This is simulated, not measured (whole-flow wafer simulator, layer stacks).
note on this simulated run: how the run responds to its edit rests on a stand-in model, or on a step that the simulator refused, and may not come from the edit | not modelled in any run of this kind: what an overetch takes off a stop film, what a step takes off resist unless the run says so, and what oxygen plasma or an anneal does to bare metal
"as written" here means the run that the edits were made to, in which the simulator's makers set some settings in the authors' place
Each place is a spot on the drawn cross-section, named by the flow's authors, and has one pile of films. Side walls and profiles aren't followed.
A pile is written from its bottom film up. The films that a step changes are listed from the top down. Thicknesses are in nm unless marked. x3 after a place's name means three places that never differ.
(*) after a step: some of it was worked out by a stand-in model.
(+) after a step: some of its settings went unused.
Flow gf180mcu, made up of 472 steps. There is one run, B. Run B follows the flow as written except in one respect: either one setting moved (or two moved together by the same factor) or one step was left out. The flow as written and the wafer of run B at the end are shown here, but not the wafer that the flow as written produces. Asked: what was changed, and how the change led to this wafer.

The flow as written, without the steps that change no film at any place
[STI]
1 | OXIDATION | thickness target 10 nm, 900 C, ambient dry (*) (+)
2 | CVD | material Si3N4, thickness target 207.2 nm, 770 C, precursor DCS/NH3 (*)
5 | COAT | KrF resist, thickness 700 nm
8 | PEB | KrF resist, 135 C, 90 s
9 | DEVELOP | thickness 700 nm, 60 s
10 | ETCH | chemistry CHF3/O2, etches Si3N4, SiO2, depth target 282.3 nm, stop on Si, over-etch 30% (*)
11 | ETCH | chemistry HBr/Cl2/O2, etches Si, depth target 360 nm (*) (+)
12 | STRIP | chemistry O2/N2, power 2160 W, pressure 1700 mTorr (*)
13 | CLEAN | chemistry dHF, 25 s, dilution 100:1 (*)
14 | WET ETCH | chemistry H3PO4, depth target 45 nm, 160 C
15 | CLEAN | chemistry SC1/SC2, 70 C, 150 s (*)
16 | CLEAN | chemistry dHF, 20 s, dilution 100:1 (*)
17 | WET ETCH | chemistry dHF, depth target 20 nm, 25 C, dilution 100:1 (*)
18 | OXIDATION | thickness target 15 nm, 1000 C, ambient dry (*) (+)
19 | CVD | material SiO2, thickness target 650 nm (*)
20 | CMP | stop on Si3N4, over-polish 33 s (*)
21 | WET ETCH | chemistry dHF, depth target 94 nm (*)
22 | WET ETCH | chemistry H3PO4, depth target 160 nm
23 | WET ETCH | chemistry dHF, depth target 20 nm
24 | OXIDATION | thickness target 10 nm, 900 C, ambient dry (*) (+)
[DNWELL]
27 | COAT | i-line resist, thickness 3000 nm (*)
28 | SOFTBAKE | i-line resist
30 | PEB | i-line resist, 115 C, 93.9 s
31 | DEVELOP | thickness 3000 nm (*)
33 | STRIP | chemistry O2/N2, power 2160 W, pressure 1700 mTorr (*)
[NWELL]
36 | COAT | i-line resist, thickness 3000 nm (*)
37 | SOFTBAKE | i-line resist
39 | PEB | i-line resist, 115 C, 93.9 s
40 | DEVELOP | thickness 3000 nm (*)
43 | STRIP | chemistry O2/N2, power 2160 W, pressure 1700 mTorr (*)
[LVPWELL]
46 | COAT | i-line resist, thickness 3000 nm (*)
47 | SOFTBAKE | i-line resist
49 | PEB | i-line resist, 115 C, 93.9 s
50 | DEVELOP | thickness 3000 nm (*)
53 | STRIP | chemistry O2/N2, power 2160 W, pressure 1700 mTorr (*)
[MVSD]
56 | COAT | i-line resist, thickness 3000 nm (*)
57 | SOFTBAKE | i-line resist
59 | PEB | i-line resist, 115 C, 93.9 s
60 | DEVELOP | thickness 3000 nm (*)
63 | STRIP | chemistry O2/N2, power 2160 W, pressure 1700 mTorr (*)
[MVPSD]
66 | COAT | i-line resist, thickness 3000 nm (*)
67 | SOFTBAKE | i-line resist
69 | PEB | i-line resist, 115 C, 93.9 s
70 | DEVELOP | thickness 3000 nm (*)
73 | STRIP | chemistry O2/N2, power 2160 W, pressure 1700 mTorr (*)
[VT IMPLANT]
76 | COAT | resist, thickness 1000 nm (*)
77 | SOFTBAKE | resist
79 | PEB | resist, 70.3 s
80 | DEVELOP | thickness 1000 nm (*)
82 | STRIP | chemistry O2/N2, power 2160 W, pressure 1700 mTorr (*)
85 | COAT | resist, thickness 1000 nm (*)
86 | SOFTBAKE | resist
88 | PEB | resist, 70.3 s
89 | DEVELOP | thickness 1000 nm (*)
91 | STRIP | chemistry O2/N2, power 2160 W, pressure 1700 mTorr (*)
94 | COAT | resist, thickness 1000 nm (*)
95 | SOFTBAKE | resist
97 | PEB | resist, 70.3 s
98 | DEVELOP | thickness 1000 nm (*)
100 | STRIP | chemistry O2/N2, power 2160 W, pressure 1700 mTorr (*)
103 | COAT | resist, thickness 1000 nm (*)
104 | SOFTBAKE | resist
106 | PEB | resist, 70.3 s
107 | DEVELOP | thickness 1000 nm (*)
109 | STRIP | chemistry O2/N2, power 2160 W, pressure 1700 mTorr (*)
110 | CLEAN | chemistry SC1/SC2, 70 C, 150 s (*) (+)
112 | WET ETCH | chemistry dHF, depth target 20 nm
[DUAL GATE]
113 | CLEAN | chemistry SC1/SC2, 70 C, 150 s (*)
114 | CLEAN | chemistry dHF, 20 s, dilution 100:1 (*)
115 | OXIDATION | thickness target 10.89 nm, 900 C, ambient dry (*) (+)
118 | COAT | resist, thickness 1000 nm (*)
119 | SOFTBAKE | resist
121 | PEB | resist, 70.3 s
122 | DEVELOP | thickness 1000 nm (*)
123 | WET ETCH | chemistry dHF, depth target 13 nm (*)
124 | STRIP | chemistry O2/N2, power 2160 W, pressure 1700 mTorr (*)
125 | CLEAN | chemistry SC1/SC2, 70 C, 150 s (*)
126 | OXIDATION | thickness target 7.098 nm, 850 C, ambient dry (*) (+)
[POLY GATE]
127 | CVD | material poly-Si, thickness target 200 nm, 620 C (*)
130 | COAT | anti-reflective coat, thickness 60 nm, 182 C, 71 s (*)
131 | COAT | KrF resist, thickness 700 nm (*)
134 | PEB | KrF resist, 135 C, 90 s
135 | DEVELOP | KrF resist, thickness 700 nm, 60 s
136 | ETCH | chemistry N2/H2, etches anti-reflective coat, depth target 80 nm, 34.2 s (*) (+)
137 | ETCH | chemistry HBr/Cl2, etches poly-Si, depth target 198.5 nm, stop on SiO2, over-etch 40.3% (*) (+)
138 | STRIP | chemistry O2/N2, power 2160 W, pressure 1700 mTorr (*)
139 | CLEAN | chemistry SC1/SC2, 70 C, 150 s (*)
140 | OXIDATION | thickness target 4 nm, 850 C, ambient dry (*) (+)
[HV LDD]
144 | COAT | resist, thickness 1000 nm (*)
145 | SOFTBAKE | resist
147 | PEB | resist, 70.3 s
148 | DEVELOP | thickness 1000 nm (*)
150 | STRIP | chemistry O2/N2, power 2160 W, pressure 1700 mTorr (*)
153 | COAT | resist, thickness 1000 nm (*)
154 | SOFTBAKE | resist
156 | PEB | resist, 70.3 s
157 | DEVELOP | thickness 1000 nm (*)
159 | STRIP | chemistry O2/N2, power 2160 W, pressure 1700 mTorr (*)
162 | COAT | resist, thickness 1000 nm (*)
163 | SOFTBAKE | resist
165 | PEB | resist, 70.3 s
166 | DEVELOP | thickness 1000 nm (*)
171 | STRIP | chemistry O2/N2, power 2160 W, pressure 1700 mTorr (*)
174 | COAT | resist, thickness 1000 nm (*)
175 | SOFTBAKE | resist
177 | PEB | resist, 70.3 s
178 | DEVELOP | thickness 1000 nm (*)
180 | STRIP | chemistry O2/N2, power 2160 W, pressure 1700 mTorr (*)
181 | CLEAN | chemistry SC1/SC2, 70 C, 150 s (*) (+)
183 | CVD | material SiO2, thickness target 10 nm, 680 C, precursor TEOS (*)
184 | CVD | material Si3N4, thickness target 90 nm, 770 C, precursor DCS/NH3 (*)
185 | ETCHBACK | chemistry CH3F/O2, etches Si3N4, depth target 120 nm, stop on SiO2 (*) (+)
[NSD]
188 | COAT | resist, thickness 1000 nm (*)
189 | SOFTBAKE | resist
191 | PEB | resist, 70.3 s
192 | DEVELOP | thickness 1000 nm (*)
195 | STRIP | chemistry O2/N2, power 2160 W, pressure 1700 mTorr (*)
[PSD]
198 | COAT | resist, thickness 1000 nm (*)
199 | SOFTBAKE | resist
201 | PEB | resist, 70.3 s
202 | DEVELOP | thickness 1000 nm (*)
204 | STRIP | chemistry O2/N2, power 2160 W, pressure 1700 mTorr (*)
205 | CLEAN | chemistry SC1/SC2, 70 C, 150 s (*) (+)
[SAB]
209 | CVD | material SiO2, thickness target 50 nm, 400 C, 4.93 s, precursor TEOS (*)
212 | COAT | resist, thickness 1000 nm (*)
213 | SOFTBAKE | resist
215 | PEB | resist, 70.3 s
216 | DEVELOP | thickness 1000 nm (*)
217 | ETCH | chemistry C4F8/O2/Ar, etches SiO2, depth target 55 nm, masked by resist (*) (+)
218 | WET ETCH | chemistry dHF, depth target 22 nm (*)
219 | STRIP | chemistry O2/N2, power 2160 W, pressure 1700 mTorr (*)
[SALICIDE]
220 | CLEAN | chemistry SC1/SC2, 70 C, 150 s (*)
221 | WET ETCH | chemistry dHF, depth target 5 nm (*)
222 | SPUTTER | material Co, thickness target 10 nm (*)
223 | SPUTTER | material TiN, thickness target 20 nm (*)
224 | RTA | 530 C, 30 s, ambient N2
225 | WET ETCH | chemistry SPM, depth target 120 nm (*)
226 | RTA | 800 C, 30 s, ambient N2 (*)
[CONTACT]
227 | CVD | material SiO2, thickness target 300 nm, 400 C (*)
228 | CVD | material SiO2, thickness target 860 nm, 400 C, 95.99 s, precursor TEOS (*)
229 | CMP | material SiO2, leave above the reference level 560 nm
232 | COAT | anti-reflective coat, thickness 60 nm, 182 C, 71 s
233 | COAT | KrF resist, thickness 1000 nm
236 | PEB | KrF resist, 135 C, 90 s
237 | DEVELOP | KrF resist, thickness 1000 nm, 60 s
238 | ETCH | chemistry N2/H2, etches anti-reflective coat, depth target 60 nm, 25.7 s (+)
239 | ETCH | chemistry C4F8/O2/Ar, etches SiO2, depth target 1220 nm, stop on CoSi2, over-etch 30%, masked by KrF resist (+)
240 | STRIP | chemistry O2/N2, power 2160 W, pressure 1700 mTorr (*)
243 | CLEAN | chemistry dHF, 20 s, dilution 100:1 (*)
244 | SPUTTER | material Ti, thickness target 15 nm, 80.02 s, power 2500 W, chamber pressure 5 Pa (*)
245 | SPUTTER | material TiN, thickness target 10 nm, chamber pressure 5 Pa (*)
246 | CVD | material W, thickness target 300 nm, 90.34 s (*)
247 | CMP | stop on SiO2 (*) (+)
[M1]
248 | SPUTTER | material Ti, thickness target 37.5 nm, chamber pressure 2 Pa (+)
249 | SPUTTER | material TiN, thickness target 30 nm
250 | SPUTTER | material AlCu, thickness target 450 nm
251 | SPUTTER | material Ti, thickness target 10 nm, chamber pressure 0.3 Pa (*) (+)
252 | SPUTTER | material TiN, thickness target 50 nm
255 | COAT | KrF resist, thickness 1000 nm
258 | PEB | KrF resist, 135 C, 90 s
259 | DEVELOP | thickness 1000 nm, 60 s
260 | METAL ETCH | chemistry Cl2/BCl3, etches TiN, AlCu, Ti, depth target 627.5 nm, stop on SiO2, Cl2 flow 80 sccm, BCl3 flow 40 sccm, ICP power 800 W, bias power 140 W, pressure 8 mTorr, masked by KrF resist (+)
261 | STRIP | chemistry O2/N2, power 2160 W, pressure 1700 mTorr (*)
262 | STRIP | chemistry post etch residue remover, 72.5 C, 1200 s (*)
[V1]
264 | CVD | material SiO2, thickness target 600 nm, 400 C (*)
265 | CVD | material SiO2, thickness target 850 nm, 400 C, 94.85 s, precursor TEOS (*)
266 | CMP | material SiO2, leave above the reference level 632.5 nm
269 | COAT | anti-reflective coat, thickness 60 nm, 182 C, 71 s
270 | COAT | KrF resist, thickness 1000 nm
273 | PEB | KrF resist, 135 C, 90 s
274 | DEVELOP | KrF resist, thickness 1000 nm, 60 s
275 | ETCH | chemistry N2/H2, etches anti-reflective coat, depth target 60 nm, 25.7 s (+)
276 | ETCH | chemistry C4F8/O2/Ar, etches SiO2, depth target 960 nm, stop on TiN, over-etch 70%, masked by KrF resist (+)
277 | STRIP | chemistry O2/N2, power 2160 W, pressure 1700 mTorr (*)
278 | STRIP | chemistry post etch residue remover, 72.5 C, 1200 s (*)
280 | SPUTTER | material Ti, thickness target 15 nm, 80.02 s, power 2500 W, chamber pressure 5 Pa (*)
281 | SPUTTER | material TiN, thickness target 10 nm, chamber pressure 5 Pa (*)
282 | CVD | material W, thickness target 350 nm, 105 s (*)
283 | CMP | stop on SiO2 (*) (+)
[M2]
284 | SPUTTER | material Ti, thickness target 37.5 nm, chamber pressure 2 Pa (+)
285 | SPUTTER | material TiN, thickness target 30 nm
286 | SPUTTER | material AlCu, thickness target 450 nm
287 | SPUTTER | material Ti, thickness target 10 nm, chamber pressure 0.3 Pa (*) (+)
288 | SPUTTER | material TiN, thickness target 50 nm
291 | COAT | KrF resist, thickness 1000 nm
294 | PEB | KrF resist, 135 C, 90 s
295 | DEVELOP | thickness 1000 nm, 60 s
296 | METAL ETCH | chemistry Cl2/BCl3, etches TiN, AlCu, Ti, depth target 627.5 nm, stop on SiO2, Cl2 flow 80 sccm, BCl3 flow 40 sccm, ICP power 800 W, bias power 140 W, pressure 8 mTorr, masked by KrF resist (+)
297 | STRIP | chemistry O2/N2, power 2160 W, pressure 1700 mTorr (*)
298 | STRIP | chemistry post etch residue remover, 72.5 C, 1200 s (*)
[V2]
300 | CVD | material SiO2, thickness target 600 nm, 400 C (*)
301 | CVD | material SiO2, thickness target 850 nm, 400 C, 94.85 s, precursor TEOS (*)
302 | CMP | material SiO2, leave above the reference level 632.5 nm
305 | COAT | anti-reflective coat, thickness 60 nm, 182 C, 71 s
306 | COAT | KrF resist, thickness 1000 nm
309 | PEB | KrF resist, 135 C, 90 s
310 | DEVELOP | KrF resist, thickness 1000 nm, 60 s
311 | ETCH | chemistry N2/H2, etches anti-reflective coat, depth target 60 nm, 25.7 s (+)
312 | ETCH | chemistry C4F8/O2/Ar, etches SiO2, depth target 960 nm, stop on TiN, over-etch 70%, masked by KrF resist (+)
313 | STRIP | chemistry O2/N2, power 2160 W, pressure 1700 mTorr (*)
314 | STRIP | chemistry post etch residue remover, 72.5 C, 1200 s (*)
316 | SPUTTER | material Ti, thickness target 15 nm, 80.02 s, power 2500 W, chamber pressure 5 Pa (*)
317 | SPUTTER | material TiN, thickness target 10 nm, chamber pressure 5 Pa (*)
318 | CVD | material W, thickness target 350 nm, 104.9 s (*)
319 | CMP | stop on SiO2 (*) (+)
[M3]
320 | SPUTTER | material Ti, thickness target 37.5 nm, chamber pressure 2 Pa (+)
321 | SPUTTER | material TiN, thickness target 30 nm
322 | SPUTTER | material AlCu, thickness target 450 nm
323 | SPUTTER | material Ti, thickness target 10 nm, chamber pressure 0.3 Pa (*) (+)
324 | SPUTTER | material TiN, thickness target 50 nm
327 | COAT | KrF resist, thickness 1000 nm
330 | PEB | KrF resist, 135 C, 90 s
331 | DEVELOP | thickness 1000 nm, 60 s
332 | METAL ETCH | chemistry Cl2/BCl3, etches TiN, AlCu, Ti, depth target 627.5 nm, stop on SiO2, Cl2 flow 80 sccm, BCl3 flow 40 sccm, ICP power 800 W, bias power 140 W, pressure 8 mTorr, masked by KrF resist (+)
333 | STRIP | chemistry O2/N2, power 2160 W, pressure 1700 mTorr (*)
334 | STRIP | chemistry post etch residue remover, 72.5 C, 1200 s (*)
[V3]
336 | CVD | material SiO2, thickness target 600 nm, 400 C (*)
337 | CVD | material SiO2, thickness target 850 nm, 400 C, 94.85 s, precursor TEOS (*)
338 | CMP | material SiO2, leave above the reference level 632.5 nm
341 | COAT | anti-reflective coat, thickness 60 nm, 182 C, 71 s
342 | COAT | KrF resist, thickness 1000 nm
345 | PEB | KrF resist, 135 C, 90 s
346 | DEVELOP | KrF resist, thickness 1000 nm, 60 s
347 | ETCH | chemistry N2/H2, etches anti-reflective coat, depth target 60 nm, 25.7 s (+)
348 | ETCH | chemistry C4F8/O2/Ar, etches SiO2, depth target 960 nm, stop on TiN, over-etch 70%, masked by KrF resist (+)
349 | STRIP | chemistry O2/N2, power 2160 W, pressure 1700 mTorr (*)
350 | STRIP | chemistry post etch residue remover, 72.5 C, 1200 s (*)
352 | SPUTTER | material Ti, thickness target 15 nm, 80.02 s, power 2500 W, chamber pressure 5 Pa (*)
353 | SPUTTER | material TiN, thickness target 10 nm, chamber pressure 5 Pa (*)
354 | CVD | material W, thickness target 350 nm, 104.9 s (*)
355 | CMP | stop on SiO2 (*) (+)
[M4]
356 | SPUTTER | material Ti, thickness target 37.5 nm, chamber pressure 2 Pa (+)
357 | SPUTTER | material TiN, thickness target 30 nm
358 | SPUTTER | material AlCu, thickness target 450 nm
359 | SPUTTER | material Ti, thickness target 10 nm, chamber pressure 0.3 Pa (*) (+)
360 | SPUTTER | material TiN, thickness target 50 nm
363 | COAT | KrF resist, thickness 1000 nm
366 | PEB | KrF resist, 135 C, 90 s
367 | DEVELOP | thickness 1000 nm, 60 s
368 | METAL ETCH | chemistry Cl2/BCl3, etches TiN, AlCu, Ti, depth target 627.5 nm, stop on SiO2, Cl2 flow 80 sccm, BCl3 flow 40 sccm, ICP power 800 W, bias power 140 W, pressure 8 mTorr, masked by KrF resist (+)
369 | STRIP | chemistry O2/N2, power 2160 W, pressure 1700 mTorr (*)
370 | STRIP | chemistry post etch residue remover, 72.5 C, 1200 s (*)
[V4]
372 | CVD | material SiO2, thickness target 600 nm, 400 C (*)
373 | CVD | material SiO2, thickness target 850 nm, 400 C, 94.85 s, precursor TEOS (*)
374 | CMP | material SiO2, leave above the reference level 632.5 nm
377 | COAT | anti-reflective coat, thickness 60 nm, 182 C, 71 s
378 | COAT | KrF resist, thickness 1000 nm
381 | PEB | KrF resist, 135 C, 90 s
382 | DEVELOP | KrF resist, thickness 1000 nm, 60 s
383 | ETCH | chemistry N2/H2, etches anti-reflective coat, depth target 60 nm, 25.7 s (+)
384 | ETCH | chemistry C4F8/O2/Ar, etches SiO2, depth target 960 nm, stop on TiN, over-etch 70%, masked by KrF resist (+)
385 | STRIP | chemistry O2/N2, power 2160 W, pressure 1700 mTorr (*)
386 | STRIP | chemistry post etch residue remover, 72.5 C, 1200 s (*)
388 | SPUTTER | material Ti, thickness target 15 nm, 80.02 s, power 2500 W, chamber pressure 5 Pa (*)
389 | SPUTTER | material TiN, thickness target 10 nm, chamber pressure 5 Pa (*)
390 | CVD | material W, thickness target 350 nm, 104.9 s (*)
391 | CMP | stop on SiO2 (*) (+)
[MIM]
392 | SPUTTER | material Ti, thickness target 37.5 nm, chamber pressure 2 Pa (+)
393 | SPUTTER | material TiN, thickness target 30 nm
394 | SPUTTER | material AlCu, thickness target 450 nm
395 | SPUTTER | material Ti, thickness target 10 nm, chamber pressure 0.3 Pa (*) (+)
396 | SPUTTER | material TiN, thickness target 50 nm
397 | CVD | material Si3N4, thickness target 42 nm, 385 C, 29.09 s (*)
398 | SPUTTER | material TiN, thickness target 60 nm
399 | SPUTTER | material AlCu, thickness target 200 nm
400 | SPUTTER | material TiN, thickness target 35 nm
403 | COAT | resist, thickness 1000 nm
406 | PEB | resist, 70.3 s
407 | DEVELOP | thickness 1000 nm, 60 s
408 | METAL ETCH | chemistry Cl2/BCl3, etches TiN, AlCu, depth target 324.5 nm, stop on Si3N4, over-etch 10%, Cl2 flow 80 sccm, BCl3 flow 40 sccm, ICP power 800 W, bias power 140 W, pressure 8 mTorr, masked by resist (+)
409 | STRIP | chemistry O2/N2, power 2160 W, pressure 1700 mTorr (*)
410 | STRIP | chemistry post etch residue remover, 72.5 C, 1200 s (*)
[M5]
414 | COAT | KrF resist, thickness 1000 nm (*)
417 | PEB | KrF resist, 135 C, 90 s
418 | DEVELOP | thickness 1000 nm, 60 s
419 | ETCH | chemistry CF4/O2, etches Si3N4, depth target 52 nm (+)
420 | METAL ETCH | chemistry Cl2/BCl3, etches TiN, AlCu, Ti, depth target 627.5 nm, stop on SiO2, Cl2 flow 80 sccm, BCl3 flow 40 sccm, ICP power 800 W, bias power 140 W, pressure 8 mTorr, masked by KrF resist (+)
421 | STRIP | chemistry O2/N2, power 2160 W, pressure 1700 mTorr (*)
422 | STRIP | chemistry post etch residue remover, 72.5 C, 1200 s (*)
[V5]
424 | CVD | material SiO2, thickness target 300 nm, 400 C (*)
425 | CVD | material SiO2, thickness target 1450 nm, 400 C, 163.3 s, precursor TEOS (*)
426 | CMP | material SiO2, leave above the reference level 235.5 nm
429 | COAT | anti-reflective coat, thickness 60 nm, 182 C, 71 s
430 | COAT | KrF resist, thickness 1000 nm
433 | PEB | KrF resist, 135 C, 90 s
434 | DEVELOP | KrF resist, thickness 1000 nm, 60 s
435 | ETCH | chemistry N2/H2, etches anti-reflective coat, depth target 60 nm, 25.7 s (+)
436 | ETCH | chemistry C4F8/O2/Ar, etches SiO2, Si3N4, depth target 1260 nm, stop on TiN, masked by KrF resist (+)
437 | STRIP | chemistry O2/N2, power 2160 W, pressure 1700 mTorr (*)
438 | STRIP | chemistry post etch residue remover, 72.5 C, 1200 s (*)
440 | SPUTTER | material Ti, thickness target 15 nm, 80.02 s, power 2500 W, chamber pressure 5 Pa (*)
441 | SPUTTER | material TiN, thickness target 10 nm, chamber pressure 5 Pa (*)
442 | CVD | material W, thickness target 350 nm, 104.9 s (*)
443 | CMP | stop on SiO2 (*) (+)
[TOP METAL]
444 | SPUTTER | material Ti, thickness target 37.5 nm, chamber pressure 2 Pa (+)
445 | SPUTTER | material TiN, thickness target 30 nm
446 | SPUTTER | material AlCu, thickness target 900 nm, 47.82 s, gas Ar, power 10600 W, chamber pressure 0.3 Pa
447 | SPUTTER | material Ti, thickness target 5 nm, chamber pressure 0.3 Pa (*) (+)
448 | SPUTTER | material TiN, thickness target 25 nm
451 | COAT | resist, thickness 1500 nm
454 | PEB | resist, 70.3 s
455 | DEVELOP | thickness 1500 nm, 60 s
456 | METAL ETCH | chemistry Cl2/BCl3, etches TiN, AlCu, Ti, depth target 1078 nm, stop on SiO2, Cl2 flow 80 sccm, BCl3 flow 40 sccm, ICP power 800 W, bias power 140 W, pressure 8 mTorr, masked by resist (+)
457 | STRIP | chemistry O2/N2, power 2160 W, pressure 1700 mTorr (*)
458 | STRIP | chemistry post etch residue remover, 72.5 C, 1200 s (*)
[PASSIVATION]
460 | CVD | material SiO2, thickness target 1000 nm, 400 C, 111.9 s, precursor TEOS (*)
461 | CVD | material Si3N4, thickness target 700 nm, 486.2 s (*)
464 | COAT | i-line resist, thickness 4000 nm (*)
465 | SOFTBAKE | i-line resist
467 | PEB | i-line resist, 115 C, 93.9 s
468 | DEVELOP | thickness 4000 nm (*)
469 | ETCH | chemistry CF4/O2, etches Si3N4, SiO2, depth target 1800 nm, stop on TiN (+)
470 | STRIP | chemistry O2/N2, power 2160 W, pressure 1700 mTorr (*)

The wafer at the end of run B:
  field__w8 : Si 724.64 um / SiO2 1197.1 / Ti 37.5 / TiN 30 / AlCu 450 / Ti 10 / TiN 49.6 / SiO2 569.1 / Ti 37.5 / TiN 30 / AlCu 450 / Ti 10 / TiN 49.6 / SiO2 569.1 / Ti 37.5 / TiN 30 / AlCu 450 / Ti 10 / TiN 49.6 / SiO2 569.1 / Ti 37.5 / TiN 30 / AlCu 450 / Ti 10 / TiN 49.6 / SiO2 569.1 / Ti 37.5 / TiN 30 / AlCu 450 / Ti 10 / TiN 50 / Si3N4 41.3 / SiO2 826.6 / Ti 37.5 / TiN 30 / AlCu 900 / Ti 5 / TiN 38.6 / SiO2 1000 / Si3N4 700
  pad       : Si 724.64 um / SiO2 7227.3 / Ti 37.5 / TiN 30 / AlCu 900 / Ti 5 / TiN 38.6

Cause: step 448, SPUTTER: thickness target 39 nm was run, whereas the flow has thickness target 25 nm.

How this came from the change, step by step:
  448 | SPUTTER | material TiN, thickness target 25 nm
      field, field__w1, field__w2 and 109 more: TiN gains 39 (new film) (as written it would have been: TiN gains 25 (new film))
  456 | METAL ETCH | chemistry Cl2/BCl3, etches TiN, AlCu, Ti, depth target 1078 nm, stop on SiO2, Cl2 flow 80 sccm, BCl3 flow 40 sccm, ICP power 800 W, bias power 140 W, pressure 8 mTorr, masked by resist (+)
      field, field__w1, field__w2 and 103 more: TiN loses 39 (all of it), Ti loses 5 (all of it), AlCu loses 900 (all of it), TiN loses 30 (all of it), Ti loses 37.5 (all of it) (as written it would have been: TiN loses 25 (all of it), Ti loses 5 (all of it), AlCu loses 900 (all of it), TiN loses 30 (all of it), Ti loses 37.5 (all of it))
  465 | SOFTBAKE | i-line resist
      gate: i-line resist loses 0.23 (as written it would have been: i-line resist gains 1.79)
      ld_acc_p, ld_fp_p, ld_drift_p: i-line resist gains 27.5 (as written it would have been: i-line resist gains 33.8)
      (and at 58 other places as well)
